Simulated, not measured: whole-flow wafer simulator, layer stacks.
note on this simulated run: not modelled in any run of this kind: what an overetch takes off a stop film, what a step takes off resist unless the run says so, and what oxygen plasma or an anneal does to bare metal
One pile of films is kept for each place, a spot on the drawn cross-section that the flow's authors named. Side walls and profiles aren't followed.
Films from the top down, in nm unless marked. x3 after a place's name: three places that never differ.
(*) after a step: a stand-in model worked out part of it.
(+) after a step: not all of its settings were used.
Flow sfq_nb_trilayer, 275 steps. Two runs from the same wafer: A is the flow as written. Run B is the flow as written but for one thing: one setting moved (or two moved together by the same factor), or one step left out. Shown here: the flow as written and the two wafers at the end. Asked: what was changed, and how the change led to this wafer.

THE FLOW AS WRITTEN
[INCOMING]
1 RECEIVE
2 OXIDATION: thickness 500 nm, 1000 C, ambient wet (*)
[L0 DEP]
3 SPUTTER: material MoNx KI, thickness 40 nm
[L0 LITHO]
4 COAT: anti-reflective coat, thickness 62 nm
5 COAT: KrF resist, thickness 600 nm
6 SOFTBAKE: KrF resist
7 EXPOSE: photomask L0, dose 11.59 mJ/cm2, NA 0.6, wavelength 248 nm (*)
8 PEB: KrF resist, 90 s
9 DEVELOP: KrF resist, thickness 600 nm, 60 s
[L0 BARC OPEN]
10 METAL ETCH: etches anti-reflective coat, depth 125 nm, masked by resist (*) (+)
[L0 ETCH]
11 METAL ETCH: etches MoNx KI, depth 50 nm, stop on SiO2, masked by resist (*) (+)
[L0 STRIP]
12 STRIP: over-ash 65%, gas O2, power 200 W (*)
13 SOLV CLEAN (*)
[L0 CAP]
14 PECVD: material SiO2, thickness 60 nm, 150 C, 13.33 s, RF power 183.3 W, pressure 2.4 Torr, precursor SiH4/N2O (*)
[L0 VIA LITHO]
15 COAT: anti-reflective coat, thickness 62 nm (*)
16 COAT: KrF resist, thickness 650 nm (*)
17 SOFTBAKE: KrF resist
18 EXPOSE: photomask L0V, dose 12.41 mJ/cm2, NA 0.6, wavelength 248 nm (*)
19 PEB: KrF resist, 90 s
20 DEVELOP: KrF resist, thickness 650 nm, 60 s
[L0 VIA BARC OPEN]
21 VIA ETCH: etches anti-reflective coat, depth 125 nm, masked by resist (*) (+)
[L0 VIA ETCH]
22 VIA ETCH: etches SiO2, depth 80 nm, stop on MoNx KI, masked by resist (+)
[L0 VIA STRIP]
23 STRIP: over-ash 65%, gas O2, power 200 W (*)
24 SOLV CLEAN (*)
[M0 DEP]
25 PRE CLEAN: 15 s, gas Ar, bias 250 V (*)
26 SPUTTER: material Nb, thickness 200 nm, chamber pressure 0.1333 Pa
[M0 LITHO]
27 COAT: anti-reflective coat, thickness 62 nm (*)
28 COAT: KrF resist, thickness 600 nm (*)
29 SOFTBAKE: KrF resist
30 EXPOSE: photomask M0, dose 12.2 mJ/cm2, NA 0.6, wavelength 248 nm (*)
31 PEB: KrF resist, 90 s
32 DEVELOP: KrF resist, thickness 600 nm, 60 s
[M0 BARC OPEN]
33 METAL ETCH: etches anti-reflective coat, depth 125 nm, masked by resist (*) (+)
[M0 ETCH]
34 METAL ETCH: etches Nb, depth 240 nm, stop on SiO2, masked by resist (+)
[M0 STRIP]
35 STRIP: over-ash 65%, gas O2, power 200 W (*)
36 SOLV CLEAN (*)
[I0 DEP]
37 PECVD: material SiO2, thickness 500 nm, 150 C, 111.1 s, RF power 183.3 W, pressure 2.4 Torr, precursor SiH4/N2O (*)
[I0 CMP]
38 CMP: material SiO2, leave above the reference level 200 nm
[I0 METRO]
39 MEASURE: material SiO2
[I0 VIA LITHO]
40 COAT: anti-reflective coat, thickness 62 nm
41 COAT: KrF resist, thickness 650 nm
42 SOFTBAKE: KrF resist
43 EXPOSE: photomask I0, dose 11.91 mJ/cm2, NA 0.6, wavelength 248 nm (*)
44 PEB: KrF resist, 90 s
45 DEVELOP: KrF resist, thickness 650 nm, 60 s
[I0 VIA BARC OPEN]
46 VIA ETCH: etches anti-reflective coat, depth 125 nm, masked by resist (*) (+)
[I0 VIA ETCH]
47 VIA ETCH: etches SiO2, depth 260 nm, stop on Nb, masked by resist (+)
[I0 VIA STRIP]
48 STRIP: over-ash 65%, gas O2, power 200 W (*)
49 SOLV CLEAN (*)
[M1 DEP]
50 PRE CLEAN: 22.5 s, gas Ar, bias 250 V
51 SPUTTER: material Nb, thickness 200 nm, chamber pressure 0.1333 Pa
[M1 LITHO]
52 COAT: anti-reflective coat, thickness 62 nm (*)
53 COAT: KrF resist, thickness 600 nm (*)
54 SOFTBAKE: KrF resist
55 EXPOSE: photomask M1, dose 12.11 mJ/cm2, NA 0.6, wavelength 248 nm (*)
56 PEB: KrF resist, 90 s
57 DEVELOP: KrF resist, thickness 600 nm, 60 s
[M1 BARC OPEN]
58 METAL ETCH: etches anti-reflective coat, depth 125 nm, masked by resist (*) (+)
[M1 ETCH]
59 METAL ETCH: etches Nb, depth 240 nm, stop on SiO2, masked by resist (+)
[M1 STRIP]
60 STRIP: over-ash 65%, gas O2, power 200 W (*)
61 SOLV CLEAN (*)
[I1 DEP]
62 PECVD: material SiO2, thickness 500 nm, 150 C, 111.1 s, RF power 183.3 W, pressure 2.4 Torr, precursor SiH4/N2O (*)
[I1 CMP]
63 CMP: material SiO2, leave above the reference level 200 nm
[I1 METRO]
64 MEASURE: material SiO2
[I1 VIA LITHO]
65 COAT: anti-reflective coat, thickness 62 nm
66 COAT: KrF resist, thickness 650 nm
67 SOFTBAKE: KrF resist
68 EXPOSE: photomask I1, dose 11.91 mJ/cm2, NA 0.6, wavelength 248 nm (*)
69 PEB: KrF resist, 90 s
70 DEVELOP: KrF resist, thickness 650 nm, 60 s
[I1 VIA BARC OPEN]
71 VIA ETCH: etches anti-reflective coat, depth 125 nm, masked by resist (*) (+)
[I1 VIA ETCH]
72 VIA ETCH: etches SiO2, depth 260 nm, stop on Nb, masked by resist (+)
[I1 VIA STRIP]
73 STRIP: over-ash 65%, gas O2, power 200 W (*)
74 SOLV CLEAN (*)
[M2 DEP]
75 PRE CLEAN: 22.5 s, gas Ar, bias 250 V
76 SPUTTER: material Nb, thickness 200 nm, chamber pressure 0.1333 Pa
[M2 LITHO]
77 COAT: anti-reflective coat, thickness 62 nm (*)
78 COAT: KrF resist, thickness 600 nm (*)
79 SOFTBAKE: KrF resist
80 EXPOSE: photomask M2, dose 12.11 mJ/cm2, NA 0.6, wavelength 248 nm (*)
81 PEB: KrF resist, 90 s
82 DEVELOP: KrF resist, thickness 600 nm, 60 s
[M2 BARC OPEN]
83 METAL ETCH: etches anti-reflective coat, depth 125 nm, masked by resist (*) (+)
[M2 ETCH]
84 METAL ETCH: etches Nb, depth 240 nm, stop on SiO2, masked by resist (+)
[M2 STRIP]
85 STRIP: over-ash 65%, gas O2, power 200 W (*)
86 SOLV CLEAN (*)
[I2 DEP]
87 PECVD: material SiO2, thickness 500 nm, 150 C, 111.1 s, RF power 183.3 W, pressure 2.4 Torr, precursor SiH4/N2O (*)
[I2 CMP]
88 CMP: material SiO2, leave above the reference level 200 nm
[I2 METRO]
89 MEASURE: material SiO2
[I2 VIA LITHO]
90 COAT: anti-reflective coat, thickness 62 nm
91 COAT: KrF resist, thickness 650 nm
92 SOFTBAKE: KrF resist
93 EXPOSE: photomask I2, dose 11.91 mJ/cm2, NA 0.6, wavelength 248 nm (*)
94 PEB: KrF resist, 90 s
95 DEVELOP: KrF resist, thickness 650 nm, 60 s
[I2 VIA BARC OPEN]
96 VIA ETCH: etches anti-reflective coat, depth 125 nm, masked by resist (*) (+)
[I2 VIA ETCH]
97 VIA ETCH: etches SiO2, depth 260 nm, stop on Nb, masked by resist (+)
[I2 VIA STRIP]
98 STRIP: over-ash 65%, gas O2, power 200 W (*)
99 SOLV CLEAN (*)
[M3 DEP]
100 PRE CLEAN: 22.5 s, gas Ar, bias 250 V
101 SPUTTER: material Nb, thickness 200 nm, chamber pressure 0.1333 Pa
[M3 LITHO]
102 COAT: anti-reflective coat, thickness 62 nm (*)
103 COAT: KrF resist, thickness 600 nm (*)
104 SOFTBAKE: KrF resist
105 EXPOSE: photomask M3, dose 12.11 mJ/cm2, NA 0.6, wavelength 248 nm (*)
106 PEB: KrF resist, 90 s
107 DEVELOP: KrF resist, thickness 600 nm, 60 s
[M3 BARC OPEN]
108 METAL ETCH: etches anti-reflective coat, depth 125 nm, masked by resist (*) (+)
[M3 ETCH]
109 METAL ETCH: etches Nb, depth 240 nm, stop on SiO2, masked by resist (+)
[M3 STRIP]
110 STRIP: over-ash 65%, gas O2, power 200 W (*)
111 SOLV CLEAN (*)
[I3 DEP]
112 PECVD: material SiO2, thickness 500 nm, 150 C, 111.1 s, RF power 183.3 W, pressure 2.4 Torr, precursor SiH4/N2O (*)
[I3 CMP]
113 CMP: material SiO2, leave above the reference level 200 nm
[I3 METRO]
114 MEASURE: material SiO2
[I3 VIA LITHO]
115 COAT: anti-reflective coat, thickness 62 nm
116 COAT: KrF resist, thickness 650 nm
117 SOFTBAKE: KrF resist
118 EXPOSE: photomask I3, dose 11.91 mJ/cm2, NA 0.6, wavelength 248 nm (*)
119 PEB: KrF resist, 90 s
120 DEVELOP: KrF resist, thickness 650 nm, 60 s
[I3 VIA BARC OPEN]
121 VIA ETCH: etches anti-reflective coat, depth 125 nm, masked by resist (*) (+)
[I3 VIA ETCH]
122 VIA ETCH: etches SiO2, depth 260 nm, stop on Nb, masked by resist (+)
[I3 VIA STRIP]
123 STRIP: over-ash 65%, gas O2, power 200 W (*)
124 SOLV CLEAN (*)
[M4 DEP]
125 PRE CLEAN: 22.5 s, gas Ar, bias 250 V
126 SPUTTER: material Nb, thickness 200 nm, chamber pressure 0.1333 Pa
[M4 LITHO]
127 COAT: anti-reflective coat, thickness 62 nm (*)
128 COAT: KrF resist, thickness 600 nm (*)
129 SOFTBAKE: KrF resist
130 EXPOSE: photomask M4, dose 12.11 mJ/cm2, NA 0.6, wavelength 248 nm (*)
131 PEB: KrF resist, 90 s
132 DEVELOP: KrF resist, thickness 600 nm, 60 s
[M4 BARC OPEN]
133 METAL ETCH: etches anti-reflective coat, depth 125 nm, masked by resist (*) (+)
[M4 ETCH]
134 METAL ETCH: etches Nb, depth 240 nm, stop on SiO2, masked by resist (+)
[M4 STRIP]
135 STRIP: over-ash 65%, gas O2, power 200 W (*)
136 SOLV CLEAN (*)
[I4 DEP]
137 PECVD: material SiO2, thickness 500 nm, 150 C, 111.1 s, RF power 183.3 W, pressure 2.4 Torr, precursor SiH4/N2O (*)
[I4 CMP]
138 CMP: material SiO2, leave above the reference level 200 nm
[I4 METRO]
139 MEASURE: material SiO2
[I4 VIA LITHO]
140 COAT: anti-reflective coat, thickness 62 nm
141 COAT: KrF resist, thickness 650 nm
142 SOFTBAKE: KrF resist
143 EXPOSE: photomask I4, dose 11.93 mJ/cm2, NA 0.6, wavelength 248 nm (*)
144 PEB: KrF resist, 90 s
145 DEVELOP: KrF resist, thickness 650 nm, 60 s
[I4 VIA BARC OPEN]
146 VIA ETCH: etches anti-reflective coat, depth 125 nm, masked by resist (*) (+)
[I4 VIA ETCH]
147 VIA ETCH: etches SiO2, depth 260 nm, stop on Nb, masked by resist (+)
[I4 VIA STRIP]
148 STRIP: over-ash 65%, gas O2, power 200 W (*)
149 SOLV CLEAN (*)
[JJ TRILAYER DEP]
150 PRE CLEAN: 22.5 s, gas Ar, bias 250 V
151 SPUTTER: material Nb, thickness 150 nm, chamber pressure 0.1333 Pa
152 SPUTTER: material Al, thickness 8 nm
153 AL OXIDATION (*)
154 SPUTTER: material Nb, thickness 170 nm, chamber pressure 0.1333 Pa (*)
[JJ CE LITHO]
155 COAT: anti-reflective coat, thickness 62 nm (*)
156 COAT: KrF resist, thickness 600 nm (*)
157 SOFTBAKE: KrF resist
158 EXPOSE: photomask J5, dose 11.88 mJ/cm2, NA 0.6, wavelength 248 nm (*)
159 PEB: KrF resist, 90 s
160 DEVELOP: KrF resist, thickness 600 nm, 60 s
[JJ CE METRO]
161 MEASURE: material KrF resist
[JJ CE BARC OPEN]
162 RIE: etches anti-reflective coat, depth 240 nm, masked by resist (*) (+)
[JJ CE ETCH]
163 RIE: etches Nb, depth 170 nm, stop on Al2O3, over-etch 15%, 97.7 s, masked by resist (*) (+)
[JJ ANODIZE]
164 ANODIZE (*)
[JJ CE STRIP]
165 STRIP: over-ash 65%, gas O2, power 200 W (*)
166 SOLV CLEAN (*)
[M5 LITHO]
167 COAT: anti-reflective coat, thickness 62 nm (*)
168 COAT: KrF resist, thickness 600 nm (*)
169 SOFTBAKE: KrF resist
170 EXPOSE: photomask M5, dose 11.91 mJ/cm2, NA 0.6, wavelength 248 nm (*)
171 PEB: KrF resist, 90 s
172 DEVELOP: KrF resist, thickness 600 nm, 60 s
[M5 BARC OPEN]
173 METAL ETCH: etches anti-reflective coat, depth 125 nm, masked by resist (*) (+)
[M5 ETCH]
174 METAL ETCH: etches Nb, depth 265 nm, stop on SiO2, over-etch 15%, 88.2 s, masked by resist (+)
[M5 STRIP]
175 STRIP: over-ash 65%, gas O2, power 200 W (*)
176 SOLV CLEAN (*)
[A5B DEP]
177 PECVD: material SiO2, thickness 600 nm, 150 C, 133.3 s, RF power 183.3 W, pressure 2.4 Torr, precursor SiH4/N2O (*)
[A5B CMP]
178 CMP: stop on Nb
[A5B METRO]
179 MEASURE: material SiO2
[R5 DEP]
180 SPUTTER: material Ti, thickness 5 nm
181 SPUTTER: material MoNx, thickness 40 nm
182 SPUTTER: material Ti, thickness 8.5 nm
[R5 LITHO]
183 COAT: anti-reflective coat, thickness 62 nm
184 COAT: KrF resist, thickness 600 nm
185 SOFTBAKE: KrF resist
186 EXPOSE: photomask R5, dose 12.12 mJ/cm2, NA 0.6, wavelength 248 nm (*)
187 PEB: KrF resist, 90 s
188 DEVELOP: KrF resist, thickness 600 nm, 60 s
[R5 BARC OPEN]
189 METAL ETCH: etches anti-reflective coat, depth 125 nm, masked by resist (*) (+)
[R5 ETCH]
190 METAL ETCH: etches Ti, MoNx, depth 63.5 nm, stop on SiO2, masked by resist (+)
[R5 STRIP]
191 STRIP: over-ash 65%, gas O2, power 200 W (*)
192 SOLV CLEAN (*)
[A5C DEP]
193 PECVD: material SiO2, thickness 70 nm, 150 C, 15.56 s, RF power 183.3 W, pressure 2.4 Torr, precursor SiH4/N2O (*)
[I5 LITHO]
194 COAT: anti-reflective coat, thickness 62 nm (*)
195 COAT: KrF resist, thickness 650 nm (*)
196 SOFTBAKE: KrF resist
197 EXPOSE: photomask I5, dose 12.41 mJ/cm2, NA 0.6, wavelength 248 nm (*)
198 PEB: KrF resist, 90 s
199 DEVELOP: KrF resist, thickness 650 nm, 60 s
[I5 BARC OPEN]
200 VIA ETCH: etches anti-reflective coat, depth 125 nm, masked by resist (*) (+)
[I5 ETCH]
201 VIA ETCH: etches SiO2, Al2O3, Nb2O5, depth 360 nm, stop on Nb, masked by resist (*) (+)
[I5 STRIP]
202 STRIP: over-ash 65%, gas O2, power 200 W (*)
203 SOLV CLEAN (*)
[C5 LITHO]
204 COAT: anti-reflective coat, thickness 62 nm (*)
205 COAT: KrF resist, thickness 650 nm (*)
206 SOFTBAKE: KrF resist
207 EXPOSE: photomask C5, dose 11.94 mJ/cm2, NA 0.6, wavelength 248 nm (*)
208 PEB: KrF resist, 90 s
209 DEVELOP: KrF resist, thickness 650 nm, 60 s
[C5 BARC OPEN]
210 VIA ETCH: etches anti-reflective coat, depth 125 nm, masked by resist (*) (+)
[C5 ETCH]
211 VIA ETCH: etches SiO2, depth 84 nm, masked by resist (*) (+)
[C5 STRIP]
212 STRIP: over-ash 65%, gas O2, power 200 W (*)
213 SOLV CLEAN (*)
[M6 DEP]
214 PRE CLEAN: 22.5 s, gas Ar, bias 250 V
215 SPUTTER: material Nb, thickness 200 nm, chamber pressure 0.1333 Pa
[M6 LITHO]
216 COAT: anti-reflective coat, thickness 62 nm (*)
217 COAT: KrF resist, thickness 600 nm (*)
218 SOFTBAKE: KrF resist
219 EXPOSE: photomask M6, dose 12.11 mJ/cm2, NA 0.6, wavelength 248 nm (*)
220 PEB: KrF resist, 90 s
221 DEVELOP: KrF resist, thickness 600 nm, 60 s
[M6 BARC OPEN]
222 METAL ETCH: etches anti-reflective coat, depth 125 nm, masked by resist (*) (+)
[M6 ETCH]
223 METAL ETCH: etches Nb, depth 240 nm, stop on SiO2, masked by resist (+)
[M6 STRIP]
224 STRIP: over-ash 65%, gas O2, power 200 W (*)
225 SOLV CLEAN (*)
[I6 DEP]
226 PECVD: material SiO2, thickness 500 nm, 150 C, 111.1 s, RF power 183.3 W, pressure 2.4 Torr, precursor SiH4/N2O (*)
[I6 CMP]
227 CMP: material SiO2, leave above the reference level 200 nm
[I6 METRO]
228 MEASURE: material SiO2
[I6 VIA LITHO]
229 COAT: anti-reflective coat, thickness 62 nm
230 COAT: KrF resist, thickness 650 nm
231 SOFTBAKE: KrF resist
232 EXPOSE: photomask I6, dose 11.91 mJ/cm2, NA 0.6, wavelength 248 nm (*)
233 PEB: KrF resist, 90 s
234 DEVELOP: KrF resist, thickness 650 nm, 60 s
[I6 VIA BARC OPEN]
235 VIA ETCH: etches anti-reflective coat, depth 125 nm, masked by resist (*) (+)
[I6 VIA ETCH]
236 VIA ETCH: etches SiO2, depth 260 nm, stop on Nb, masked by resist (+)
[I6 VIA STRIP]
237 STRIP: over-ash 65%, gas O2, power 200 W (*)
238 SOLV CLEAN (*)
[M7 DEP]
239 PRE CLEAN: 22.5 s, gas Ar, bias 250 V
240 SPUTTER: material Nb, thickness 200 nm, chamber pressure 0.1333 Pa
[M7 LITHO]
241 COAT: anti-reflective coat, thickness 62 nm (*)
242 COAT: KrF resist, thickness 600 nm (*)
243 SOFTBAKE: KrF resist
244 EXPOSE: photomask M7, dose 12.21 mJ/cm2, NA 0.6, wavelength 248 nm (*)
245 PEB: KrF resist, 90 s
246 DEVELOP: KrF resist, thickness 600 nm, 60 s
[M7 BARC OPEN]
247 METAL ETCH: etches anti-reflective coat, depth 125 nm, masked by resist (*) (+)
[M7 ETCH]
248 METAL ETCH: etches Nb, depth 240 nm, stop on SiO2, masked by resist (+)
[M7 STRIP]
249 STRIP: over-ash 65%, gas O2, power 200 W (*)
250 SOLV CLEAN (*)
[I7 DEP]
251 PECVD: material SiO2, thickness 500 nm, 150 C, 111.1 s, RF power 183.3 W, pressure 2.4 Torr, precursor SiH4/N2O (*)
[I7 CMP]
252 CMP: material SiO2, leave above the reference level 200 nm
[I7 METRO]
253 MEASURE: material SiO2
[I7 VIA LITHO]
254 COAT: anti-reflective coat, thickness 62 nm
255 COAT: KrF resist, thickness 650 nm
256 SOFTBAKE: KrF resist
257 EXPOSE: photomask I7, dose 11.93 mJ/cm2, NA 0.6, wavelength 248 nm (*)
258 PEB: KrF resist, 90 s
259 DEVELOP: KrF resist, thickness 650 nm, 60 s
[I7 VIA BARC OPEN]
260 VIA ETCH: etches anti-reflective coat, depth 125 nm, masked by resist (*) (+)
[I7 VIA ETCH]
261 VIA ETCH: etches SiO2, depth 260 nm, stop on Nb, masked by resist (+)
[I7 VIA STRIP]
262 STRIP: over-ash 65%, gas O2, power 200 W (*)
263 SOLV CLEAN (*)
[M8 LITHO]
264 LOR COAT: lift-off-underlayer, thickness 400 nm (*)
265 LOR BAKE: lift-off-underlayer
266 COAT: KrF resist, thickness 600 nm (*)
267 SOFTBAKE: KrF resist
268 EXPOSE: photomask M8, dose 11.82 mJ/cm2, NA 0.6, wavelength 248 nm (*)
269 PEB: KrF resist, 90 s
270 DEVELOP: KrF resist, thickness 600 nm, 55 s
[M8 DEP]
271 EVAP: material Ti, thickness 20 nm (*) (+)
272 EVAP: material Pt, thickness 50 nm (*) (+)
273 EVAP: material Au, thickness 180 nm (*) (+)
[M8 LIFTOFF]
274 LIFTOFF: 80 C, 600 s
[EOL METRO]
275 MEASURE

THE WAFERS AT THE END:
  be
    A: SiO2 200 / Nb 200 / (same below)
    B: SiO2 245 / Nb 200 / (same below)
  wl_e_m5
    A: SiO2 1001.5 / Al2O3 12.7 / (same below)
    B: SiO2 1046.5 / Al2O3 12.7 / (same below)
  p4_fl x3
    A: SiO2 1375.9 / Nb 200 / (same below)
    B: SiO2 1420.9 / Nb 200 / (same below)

The cause: step 252, CMP: leave above the reference level 245 nm was run, where the flow has leave above the reference level 200 nm.
It can be read off the wafer: be has SiO2 245, and step 252 as written asks for 200 nm.

How the change led to this, step by step:
  252 CMP: material SiO2, leave above the reference level 200 nm
      field_l, p4_fl x3, p4_w1 x9 and 46 more: A SiO2 -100 | B SiO2 -55
      v_sur, via_wl, via_w and 37 more: A SiO2 -300 | B SiO2 -255
      (and at 7 more places)
  261 VIA ETCH: etches SiO2, depth 260 nm, stop on Nb, masked by resist (+)
      via_wl, via_w, via_wr: A SiO2 -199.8 (all of it) | B SiO2 -244.8 (all of it)
  264 LOR COAT: lift-off-underlayer, thickness 400 nm (*)
      via_wl, via_wr: A lift-off-underlayer +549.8 (new film) | B lift-off-underlayer +583.5 (new film)
      via_w: A lift-off-underlayer +536.4 (new film) | B lift-off-underlayer +567.1 (new film)
  270 DEVELOP: KrF resist, thickness 600 nm, 55 s
      via_wl: A KrF resist -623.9 (all of it), lift-off-underlayer -549.8 (all of it) | B KrF resist -629.5 (all of it), lift-off-underlayer -583.5 (all of it)
      via_w: A KrF resist -635.4 (all of it), lift-off-underlayer -536.4 (all of it) | B KrF resist -643.7 (all of it), lift-off-underlayer -567.1 (all of it)
      (and at 1 more place)
